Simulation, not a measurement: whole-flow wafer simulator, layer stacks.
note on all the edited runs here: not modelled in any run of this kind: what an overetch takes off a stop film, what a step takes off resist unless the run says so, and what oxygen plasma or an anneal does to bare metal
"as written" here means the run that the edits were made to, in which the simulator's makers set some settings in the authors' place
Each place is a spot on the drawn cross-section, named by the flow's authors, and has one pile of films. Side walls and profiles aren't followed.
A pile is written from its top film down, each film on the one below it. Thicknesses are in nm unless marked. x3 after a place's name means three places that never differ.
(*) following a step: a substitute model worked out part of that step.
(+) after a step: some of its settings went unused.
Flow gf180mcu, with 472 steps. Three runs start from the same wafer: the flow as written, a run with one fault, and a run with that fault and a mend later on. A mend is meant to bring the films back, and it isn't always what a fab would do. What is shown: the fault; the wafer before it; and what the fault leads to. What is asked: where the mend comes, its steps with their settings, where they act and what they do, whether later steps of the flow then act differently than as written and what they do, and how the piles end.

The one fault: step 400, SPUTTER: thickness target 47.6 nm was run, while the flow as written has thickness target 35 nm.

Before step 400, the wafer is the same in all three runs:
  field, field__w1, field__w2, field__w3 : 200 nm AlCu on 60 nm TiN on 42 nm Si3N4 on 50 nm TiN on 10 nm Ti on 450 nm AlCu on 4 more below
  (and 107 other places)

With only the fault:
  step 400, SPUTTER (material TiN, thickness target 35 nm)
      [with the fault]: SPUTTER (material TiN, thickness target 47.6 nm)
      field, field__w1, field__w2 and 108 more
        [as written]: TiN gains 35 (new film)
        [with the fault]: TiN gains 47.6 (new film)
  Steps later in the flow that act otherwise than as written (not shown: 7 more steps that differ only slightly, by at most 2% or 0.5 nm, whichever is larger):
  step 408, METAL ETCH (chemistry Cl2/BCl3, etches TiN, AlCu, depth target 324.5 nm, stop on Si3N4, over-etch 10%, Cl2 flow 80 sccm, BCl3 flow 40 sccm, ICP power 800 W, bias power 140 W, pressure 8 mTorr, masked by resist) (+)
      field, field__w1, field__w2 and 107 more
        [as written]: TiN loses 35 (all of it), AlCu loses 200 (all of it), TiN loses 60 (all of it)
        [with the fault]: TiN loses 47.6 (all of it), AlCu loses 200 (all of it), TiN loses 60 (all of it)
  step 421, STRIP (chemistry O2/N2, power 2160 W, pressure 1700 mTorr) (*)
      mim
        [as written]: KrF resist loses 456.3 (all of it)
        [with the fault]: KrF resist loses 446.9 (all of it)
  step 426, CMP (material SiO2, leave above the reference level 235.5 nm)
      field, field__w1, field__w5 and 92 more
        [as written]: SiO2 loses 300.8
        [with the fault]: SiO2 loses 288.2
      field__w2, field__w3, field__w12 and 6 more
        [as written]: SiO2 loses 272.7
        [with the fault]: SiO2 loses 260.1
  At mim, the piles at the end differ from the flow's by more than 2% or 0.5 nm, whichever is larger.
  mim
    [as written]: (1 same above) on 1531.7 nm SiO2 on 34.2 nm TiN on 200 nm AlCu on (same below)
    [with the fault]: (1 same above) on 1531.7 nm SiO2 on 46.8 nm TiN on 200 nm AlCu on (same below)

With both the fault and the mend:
  The mend stands after step 400.
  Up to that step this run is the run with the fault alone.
  step 400a, METAL ETCH (chemistry Cl2/BCl3, etches TiN, AlCu, Ti, depth target 12.6 nm, Cl2 flow 80 sccm, BCl3 flow 40 sccm, ICP power 800 W, bias power 140 W, pressure 8 mTorr) (the flow's step 260 again, with other settings)
      field, field__w1, field__w2 and 108 more
        TiN loses 12.6
  Every later step of the flow that is run acts as written at every place that is followed.
  By the end, the piles equal the flow's at every place that both follow.
